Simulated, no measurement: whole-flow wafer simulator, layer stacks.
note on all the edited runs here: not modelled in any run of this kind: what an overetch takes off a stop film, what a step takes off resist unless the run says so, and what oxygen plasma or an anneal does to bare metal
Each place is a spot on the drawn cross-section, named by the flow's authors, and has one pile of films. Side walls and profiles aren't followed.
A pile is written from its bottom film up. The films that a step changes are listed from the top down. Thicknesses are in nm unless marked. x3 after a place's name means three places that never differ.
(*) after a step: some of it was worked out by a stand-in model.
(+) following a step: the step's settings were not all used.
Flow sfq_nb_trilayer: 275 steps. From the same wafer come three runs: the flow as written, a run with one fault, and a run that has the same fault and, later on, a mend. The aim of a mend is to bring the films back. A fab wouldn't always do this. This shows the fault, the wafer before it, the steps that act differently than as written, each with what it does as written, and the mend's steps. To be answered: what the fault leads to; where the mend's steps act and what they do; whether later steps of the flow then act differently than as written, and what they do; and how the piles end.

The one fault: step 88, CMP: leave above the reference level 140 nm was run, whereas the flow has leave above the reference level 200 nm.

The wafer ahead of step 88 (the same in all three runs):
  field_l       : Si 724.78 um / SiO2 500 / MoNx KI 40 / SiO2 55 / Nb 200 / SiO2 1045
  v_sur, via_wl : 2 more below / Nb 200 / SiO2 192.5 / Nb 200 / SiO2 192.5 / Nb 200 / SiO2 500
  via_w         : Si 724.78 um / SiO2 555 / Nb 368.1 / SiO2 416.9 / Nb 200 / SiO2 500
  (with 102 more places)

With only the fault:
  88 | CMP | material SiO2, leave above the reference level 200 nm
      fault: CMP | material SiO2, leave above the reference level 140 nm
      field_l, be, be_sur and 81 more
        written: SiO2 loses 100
        fault: SiO2 loses 160
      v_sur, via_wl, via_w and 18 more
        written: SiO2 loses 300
        fault: SiO2 loses 360
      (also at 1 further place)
  Later steps of the flow acting differently than as written (not shown: 4 more steps that differ only slightly, by at most 2% or 0.5 nm, whichever is larger):
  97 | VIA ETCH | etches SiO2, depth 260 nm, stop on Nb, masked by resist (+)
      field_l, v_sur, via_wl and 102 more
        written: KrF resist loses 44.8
        fault: KrF resist loses 36.2
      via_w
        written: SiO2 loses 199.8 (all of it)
        fault: SiO2 loses 139.8 (all of it)
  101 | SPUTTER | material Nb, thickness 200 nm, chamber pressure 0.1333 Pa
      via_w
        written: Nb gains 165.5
        fault: Nb gains 178.7
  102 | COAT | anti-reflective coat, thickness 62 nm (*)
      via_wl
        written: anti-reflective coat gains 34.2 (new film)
        fault: anti-reflective coat gains 36.3 (new film)
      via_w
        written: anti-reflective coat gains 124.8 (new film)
        fault: anti-reflective coat gains 110.7 (new film)
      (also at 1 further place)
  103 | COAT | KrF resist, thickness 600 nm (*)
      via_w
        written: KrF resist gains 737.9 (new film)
        fault: KrF resist gains 688.4 (new film)
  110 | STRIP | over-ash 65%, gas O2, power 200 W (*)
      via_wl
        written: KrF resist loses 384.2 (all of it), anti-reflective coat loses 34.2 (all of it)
        fault: KrF resist loses 389.5 (all of it), anti-reflective coat loses 36.3 (all of it)
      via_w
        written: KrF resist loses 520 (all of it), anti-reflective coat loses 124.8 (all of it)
        fault: KrF resist loses 470.6 (all of it), anti-reflective coat loses 110.7 (all of it)
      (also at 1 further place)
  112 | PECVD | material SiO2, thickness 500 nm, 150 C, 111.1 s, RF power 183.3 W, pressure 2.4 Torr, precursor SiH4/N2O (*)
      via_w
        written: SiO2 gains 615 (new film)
        fault: SiO2 gains 517.3 (new film)
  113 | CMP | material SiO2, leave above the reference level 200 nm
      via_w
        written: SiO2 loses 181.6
        fault: SiO2 loses 157.1
  At field_l, v_sur, via_wl and 102 more, the piles at the end differ from the flow's by more than 2% or 0.5 nm, whichever is larger.
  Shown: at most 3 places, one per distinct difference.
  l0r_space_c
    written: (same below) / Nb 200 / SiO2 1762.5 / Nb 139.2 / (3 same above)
    fault: (same below) / Nb 200 / SiO2 1702.5 / Nb 139.2 / (3 same above)
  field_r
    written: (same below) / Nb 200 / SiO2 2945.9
    fault: (same below) / Nb 200 / SiO2 2885.9
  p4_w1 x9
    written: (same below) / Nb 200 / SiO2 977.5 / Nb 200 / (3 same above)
    fault: (same below) / Nb 200 / SiO2 917.5 / Nb 200 / (3 same above)

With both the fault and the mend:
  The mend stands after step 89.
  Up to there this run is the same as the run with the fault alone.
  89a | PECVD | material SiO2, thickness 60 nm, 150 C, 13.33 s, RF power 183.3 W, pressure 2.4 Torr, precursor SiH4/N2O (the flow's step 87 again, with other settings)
      field_l, v_sur, via_wl and 103 more
        SiO2 gains 60
  None of the later steps of the flow differs from how it acts as written, at any place that is followed, by more than 2% or 0.5 nm, whichever is larger.
  By the end, the piles equal the flow's at every place that both follow.
